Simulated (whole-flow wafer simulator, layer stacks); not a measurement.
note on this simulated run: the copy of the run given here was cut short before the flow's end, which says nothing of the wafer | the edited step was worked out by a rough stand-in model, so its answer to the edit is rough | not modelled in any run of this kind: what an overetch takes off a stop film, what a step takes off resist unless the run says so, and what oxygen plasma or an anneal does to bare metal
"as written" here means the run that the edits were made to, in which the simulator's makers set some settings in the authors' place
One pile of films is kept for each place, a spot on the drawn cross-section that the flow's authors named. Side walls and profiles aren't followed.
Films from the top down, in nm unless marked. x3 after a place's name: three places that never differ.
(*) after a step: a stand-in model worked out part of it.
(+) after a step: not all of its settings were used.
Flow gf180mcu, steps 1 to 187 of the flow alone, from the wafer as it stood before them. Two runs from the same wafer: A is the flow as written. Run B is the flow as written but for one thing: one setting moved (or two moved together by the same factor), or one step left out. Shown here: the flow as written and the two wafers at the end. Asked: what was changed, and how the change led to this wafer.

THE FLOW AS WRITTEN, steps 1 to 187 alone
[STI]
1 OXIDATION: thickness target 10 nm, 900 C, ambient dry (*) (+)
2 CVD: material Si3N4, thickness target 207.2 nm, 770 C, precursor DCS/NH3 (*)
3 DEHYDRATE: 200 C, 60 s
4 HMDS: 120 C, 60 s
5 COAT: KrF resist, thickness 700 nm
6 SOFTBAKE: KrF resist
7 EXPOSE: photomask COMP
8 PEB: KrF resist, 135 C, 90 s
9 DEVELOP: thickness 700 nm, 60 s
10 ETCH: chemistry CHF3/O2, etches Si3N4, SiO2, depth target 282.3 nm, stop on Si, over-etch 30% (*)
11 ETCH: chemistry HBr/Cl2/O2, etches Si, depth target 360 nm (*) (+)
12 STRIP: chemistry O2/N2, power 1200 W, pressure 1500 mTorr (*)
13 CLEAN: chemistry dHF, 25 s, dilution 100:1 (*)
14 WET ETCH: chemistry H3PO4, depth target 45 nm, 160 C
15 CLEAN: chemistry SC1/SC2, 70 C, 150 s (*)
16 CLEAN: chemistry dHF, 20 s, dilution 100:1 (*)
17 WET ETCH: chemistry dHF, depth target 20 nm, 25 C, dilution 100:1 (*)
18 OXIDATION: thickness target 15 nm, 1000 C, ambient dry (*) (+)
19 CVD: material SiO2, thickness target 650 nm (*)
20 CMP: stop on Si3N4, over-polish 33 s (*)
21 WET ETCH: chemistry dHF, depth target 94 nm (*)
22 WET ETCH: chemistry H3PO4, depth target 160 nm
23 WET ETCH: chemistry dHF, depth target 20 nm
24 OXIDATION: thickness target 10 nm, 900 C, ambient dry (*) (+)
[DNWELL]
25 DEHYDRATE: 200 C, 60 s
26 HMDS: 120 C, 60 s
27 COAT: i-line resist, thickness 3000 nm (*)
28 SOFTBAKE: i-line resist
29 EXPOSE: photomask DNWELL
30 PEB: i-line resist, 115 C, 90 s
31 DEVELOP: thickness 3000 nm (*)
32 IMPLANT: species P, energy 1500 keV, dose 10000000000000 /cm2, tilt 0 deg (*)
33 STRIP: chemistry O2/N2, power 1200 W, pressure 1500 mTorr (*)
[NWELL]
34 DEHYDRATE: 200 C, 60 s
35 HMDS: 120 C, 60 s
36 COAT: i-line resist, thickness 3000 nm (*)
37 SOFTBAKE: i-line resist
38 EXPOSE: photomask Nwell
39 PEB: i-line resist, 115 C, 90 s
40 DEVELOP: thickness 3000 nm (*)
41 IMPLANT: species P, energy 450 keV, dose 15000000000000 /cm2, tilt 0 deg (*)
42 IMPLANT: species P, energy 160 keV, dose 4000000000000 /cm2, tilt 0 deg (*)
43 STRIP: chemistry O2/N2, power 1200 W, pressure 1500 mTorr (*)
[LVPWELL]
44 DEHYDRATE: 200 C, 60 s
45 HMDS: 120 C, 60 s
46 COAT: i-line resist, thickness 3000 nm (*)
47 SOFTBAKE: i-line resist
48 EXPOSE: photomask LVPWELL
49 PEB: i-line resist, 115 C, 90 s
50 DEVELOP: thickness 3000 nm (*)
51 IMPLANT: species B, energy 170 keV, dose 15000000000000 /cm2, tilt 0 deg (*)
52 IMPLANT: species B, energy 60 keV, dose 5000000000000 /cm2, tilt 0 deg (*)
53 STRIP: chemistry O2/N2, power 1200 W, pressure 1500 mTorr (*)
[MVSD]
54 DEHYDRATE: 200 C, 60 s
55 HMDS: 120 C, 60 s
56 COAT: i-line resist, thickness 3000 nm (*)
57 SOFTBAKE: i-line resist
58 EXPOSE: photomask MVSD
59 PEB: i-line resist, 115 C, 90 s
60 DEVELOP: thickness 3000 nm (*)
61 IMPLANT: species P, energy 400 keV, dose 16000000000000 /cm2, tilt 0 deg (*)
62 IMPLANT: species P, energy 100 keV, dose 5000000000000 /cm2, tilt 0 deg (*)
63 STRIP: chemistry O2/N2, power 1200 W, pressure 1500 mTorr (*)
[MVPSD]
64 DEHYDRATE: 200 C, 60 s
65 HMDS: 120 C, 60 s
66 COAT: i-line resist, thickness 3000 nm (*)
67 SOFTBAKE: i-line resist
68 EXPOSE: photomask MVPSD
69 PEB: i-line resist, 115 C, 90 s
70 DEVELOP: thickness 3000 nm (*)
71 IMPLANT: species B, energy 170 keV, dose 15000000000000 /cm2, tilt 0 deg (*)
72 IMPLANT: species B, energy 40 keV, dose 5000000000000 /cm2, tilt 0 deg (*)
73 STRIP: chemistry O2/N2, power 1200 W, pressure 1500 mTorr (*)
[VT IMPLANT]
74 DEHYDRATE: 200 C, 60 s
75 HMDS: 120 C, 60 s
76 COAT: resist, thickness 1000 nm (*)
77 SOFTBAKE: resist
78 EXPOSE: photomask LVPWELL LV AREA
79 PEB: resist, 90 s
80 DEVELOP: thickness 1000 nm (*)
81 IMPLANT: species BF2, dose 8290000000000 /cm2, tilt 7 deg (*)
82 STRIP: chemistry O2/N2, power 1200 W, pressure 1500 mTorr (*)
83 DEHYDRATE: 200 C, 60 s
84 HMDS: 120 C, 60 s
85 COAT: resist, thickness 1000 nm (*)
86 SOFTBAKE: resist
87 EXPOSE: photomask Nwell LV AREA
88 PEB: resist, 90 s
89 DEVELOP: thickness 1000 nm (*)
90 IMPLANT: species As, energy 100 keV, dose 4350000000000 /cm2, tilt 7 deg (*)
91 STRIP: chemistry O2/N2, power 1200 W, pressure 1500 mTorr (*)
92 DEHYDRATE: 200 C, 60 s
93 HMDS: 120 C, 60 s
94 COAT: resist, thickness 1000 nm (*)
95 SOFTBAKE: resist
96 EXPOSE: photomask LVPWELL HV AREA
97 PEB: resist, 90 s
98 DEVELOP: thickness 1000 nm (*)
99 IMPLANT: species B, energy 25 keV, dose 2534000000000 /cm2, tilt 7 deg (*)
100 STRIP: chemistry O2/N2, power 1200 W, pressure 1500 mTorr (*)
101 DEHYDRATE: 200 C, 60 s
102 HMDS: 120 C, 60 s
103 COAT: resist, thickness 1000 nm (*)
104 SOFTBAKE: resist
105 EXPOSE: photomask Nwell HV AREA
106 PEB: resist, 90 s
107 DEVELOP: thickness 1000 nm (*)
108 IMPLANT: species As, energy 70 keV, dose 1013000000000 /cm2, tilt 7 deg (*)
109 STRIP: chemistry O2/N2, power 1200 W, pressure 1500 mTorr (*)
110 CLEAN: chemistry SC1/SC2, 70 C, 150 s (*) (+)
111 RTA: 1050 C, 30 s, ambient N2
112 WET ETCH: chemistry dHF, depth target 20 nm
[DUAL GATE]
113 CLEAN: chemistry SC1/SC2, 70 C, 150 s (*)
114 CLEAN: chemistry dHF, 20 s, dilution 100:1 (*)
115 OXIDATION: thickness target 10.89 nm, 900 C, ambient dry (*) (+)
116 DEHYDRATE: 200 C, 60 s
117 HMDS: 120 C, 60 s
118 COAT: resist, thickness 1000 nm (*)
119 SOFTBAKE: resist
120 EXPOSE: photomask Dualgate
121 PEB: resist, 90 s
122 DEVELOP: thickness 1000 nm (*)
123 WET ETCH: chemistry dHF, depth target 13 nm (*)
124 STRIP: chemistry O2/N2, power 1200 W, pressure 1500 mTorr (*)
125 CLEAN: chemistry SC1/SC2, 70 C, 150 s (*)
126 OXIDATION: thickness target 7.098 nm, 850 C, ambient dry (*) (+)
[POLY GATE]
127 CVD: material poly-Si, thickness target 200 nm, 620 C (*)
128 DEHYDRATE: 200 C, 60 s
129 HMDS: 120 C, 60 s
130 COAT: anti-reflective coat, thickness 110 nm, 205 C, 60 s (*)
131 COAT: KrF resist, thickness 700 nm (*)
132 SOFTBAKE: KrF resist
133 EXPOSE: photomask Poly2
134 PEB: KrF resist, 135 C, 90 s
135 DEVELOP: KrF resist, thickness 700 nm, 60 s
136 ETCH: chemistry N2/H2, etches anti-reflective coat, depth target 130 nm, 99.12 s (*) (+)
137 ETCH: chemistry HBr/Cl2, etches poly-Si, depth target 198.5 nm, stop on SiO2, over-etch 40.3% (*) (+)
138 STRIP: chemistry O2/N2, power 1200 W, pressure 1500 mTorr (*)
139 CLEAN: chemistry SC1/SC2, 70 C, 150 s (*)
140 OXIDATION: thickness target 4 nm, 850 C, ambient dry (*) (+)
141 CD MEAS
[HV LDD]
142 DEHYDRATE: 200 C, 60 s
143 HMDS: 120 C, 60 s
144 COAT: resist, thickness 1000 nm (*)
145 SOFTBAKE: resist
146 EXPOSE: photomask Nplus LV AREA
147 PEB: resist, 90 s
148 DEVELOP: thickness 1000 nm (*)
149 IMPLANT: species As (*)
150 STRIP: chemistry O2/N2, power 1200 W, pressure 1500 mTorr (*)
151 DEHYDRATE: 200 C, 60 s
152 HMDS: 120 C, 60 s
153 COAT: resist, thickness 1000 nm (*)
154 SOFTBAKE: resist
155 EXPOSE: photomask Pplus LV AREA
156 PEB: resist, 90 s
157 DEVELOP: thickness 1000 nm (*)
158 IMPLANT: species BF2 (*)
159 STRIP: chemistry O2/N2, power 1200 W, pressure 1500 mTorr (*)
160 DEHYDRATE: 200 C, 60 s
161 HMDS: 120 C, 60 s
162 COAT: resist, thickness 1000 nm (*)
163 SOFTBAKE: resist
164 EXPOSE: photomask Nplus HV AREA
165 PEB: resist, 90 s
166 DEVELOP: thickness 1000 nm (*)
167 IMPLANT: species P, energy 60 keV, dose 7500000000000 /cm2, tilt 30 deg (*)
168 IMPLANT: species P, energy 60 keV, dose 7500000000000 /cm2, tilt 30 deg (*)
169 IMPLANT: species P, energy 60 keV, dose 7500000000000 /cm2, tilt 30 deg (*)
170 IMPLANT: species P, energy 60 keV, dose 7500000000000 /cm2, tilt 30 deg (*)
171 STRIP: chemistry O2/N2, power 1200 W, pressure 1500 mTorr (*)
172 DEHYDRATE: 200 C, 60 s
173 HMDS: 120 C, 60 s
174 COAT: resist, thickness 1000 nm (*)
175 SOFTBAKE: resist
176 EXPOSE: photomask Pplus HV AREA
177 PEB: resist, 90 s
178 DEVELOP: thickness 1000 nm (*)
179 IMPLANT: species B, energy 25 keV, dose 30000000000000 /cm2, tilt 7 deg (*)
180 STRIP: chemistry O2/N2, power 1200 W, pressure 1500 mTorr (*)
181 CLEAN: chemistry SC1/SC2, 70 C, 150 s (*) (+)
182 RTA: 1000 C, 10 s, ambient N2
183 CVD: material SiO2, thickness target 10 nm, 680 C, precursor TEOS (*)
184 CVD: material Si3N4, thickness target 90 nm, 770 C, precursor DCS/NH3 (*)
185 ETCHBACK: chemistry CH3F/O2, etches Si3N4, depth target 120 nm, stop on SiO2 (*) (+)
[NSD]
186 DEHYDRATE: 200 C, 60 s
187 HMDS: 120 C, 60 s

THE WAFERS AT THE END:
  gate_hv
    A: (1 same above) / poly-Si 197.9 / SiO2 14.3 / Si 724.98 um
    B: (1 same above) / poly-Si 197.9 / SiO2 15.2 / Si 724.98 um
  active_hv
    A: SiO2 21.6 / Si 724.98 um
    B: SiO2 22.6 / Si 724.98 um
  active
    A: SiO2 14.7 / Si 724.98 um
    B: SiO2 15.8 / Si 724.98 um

The cause: step 126, OXIDATION: thickness target 8.24 nm was run, where the flow has thickness target 7.098 nm.

How the change led to this, step by step:
  126 OXIDATION: thickness target 7.098 nm, 850 C, ambient dry (*) (+)
      gate_hv, active_hv, active_nat and 25 more: A SiO2 +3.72, Si -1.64 | B SiO2 +4.69, Si -2.07
      active, n_well, p_well and 12 more: A SiO2 +7.1 (new film), chemical SiO2 -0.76 (all of it), Si -2.79 | B SiO2 +8.24 (new film), chemical SiO2 -0.76 (all of it), Si -3.29
